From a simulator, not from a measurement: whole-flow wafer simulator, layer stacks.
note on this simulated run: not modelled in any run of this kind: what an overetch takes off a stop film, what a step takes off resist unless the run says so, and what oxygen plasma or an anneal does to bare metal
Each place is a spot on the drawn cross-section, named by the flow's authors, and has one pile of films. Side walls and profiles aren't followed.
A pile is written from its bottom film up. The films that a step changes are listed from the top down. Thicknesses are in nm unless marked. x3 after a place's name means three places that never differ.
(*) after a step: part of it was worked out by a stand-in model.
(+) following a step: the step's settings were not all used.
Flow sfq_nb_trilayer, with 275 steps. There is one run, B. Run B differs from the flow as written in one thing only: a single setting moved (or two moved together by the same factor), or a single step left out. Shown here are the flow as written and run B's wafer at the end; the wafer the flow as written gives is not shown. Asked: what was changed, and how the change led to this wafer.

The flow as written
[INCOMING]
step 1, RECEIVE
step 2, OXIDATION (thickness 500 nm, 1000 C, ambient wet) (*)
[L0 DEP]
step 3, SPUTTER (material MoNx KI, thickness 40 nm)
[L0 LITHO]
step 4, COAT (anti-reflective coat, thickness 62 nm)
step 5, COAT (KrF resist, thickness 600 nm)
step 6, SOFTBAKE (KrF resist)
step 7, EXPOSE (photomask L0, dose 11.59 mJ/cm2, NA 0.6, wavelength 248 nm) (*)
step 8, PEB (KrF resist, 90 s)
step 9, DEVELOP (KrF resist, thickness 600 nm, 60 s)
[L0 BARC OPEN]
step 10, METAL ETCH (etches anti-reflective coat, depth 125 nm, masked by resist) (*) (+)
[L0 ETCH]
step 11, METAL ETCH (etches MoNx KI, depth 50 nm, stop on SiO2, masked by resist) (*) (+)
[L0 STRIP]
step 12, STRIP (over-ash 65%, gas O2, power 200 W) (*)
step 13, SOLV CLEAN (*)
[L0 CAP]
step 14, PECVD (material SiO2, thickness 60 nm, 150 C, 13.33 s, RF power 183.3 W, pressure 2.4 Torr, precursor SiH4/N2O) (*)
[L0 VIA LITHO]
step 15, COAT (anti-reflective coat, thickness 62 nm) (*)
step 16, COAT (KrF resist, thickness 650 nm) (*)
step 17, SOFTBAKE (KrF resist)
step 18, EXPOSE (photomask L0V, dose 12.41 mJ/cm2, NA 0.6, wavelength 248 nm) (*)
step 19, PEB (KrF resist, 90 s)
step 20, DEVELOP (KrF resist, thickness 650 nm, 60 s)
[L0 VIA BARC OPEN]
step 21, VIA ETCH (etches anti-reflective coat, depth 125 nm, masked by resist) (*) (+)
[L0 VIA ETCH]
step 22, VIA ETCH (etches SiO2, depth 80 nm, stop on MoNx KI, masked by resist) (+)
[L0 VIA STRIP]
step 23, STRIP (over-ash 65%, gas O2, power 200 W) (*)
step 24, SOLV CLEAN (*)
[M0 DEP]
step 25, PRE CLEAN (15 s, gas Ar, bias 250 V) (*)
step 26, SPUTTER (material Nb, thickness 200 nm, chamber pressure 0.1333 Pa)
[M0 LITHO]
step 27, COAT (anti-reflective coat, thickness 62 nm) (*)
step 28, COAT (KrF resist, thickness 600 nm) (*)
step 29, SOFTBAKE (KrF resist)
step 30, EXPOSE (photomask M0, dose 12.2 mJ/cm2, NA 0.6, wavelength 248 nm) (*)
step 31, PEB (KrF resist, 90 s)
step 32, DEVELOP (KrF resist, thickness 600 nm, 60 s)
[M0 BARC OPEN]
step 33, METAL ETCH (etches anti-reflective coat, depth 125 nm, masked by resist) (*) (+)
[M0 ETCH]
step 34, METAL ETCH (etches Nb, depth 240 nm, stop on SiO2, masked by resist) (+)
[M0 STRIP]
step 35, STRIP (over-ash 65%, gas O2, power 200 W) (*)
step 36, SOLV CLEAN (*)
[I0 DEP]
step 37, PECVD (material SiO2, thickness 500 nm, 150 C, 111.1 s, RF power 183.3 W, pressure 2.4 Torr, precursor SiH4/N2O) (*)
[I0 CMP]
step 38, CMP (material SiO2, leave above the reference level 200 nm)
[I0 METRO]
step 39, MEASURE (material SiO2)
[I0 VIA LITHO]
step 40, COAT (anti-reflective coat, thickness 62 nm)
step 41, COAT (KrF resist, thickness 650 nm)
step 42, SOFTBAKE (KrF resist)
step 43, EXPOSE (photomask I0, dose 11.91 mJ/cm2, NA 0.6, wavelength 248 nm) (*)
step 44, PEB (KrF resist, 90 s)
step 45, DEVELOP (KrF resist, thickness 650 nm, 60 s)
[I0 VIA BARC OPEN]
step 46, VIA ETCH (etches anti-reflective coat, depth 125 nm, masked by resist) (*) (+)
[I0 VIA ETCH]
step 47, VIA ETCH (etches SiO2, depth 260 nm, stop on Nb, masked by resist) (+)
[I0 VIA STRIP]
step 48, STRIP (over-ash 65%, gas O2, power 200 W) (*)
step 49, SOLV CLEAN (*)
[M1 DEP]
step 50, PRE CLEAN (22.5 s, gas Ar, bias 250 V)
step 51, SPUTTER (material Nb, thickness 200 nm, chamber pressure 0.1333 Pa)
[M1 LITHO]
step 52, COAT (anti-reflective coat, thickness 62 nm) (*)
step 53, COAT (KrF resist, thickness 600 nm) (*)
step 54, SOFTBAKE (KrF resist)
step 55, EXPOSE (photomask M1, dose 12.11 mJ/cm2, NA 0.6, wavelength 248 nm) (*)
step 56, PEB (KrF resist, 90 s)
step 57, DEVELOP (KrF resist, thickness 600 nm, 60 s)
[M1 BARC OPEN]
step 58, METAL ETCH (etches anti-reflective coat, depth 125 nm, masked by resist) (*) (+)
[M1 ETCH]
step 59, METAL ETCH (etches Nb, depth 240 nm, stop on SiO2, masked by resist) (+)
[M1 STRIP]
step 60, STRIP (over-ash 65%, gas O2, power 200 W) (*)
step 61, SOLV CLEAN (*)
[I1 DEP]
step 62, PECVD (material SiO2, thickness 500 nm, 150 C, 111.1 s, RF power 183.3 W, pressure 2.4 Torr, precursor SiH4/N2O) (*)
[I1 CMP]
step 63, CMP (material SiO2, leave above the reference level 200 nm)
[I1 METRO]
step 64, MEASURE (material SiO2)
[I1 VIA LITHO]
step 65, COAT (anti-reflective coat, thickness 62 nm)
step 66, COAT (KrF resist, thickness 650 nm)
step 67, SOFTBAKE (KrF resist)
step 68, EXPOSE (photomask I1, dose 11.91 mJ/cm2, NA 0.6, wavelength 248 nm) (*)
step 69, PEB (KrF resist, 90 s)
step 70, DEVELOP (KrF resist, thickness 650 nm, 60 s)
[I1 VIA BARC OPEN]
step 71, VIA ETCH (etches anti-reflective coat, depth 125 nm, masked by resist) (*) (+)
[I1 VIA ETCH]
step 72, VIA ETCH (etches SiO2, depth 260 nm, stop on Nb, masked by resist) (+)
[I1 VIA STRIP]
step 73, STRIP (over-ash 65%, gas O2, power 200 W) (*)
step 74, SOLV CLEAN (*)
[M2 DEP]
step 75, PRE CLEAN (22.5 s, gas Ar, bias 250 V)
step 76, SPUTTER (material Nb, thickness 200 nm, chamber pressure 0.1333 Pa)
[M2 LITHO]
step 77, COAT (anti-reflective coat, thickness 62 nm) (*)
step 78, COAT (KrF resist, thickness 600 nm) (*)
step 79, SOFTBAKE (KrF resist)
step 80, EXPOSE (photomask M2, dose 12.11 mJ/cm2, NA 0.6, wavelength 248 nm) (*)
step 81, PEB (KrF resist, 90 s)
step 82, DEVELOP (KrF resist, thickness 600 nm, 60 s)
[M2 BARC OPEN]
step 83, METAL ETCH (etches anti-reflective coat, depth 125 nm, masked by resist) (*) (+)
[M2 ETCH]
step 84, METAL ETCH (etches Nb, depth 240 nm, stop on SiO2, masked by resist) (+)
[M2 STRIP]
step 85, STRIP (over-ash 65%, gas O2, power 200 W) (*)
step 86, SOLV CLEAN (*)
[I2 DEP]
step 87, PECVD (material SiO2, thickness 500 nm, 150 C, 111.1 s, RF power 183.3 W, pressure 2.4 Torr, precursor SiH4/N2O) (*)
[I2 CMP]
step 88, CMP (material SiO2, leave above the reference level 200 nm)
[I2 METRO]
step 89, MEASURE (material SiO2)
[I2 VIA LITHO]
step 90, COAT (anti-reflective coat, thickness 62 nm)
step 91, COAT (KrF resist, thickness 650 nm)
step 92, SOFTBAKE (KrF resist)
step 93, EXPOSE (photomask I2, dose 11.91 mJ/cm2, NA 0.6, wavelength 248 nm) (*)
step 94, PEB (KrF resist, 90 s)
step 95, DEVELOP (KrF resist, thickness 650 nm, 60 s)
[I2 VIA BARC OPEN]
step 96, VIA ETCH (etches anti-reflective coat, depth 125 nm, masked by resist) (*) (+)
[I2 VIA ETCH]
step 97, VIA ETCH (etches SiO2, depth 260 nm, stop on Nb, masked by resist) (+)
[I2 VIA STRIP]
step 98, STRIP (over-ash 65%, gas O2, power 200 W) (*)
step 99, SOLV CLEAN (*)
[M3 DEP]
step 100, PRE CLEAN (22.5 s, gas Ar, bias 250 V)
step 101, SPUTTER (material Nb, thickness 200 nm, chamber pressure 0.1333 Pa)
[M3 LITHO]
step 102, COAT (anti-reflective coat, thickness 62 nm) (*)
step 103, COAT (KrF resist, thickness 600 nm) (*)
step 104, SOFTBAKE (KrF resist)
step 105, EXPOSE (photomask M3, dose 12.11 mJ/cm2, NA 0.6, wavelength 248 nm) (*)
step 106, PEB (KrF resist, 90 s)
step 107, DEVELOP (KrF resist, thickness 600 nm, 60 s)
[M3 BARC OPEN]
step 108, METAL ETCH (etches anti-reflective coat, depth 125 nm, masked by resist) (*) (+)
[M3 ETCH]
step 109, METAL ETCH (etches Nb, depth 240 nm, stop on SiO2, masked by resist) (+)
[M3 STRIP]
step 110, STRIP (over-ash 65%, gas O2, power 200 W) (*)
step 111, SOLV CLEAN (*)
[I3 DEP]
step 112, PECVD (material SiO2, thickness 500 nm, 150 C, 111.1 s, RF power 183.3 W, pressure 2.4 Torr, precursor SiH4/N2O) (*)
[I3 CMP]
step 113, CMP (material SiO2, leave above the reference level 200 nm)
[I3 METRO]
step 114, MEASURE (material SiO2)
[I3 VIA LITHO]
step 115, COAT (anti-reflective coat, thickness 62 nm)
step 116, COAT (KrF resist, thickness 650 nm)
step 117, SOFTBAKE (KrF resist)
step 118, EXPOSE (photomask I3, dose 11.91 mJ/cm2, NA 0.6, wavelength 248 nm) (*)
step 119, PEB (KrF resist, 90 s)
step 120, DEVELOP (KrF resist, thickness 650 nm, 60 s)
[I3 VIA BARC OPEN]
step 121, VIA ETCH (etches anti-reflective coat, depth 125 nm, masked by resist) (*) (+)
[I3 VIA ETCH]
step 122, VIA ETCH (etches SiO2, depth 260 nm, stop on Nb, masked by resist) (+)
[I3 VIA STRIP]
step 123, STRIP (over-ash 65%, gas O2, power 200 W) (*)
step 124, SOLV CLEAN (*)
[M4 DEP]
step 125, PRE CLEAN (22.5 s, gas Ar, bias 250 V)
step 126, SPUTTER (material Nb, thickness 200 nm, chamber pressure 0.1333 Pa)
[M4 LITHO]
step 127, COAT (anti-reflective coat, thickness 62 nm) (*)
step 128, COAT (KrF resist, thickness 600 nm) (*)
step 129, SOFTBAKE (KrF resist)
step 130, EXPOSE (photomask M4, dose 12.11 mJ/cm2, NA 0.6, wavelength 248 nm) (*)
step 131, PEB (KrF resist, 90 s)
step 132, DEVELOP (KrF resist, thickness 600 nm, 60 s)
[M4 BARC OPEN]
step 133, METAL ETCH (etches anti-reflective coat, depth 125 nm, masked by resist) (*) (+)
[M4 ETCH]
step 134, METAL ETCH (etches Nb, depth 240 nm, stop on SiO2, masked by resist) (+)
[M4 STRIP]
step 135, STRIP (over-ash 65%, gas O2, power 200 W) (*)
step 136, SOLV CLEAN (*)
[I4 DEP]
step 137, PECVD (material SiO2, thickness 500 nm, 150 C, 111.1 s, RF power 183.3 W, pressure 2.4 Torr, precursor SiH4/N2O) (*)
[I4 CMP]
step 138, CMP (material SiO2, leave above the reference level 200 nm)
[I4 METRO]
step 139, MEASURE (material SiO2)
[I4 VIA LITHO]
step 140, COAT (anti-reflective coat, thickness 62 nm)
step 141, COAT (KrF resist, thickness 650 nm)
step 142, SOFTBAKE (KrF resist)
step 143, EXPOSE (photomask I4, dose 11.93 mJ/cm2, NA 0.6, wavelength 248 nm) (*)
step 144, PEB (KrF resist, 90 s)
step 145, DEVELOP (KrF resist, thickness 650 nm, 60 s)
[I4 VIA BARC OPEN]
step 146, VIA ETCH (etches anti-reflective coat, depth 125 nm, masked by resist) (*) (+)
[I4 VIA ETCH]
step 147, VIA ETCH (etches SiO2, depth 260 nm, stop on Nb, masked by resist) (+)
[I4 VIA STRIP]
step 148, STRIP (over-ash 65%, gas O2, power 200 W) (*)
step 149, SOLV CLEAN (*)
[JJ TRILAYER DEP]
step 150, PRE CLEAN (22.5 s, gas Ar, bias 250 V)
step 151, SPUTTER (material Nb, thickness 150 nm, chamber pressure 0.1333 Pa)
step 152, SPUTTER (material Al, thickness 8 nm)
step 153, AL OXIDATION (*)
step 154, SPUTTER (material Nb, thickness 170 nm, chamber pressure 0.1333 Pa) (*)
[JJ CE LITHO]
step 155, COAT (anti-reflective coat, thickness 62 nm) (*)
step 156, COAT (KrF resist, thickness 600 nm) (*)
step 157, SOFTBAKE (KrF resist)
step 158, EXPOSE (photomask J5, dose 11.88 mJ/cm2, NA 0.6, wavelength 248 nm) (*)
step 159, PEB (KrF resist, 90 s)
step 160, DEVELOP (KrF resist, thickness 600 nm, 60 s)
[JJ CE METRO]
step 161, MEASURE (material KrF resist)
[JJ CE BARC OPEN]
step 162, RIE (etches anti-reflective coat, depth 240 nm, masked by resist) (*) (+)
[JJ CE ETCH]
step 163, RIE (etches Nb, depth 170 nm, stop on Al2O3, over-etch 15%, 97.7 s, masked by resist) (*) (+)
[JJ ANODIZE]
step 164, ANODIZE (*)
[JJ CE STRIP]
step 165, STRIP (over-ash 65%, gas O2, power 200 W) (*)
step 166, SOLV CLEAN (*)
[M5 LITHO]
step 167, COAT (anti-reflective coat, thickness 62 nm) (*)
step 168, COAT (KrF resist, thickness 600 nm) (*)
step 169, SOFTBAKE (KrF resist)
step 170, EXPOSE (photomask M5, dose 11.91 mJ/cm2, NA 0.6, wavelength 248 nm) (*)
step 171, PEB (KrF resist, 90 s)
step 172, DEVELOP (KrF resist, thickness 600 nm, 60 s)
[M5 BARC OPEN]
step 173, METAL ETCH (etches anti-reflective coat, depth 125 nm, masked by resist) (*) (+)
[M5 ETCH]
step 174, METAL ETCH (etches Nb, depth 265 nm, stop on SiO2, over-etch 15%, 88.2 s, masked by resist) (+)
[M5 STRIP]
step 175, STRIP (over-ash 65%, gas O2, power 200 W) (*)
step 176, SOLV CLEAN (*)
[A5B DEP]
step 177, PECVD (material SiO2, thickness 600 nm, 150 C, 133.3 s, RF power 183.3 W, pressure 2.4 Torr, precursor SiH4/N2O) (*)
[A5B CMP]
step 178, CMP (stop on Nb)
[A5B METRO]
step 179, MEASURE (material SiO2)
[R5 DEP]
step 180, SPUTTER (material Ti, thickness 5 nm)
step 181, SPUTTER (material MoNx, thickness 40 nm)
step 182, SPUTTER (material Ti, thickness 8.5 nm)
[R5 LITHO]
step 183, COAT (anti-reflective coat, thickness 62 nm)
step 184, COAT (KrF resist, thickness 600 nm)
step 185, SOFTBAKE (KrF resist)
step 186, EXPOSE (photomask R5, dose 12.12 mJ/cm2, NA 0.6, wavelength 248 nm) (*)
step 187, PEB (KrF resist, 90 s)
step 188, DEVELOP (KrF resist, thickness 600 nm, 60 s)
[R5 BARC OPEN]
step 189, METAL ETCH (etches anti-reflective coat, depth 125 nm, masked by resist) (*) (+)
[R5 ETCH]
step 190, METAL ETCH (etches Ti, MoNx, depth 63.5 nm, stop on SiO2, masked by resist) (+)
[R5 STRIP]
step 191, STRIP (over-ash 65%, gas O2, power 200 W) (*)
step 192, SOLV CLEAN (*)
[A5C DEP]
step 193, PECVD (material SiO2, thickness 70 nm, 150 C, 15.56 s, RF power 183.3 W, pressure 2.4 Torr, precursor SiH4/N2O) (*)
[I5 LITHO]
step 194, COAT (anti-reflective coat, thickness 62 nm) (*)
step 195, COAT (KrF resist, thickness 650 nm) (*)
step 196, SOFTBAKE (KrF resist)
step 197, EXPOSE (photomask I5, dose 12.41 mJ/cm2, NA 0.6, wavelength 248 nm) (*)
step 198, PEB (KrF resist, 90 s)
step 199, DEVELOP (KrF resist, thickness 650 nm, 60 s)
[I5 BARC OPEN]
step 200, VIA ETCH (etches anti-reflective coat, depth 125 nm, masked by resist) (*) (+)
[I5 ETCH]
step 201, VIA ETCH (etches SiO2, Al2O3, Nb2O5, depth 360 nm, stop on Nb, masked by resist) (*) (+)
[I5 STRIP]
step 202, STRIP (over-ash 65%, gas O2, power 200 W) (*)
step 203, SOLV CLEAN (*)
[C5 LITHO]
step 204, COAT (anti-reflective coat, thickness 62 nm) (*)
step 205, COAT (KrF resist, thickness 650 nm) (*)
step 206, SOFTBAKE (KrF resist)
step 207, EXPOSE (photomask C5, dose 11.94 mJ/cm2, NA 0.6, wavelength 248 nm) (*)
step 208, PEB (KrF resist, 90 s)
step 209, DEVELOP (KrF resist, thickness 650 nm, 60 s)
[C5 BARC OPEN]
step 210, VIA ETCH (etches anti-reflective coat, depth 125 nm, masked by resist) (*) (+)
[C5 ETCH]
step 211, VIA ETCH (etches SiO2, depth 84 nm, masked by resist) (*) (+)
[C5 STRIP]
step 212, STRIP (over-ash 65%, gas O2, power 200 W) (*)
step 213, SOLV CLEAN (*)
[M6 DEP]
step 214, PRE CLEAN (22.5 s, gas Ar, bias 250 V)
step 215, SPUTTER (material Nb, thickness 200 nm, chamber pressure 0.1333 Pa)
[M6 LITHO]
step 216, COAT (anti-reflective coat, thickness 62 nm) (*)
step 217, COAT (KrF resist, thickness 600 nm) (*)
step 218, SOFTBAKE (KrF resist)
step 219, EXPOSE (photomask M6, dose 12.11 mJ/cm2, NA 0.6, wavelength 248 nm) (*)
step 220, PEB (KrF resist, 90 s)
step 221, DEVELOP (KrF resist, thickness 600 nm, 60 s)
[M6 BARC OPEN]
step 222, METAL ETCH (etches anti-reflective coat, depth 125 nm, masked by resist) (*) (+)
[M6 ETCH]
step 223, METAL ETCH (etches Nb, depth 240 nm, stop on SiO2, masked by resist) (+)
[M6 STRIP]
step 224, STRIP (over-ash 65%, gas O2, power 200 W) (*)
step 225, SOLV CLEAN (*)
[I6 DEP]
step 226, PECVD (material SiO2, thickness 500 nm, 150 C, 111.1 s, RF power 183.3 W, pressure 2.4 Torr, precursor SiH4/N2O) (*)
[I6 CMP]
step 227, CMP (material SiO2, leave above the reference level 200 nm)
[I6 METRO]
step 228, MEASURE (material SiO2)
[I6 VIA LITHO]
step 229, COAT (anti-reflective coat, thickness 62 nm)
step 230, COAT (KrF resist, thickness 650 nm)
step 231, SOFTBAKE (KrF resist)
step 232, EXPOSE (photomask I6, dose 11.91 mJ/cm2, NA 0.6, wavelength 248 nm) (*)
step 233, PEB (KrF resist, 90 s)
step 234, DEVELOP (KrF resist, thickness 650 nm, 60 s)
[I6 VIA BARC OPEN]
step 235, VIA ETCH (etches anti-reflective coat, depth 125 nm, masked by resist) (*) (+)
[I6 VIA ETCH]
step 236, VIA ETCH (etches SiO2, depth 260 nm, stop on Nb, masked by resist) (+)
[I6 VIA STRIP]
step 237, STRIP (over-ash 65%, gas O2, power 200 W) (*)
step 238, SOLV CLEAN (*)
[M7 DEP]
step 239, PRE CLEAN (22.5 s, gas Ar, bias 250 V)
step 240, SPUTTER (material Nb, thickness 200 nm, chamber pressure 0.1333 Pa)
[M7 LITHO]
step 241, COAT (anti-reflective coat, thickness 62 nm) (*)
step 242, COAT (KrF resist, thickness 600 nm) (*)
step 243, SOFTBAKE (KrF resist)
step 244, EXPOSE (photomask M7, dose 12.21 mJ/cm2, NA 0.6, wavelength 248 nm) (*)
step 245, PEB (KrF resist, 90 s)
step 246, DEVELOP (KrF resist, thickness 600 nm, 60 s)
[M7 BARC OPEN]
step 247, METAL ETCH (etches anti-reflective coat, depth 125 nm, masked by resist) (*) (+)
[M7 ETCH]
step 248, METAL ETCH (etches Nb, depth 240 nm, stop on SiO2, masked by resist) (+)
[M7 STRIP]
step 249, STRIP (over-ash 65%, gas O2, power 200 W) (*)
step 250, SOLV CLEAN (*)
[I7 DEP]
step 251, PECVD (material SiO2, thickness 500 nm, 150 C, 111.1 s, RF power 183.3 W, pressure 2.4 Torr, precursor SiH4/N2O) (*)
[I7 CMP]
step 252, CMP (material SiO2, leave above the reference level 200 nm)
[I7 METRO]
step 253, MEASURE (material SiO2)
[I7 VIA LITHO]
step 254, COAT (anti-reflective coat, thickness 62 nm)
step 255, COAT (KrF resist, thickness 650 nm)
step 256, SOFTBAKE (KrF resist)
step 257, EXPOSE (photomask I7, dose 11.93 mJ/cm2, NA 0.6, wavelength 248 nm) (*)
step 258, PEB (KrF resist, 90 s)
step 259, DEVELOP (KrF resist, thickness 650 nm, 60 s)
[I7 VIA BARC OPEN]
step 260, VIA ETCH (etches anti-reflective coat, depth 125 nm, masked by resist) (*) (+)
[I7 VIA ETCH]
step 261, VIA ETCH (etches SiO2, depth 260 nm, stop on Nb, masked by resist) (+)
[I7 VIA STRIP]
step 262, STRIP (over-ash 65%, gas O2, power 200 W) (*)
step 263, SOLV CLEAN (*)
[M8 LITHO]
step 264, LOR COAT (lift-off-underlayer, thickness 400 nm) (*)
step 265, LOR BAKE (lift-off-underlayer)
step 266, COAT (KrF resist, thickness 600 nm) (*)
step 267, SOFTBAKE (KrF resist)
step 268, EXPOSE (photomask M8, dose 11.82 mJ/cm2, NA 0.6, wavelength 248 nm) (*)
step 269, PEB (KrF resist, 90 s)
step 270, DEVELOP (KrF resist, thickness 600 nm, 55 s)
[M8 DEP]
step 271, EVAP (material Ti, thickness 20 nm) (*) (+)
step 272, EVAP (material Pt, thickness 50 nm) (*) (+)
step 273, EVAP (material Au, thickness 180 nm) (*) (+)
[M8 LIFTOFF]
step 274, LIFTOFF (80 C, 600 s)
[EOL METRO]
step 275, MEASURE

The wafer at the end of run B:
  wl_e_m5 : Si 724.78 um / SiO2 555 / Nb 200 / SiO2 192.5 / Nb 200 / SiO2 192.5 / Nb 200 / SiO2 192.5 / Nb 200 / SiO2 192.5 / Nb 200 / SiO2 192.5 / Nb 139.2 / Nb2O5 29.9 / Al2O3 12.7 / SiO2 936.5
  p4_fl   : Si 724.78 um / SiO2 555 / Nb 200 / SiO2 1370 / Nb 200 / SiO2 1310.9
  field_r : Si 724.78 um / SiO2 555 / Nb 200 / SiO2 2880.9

The reason: step 240, SPUTTER: thickness 135 nm was run, whereas the flow has thickness 200 nm.

How this came from the change, step by step:
  step 240, SPUTTER (material Nb, thickness 200 nm, chamber pressure 0.1333 Pa)
      field_l, v_sur, via_wl and 102 more: +135 Nb (new film) (in the flow as written it would be: +200 Nb (new film))
      via_v: +108.6 Nb (in the flow as written it would be: +161.1 Nb)
  step 241, COAT (anti-reflective coat, thickness 62 nm) (*)
      via_v: +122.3 anti-reflective coat (new film) (in the flow as written it would be: +126 anti-reflective coat (new film))
  step 248, METAL ETCH (etches Nb, depth 240 nm, stop on SiO2, masked by resist) (+)
      field_l, field_r, lsp_l and 62 more: -135 Nb (all of it) (in the flow as written it would be: -200 Nb (all of it))
      v_sur, via_wl, via_w and 38 more: -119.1 KrF resist (in the flow as written it would be: -141.2 KrF resist)
  step 249, STRIP (over-ash 65%, gas O2, power 200 W) (*)
      wl_j_sl, wl_jj, wl_j_sr and 14 more: -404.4 KrF resist (all of it), -62 anti-reflective coat (all of it) (in the flow as written it would be: -382.4 KrF resist (all of it), -62 anti-reflective coat (all of it))
      ln_m5, lsp_m, ln_m6, lsp_r: -404 KrF resist (all of it), -61.8 anti-reflective coat (all of it) (in the flow as written it would be: -381.9 KrF resist (all of it), -61.8 anti-reflective coat (all of it))
      (also at 20 further places)
  step 251, PECVD (material SiO2, thickness 500 nm, 150 C, 111.1 s, RF power 183.3 W, pressure 2.4 Torr, precursor SiH4/N2O) (*)
      m7r_space_l, m7r_space_r: +500 SiO2 (in the flow as written it would be: +557.1 SiO2)
      via_v: +601.5 SiO2 (new film) (in the flow as written it would be: +621 SiO2 (new film))
  step 252, CMP (material SiO2, leave above the reference level 200 nm)
      field_l, p4_fl, p4_fm and 56 more: -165 SiO2 (in the flow as written it would be: -100 SiO2)
      field_r, lsp_l: -149.9 SiO2 (in the flow as written it would be: -77.7 SiO2)
      (also at 5 further places)
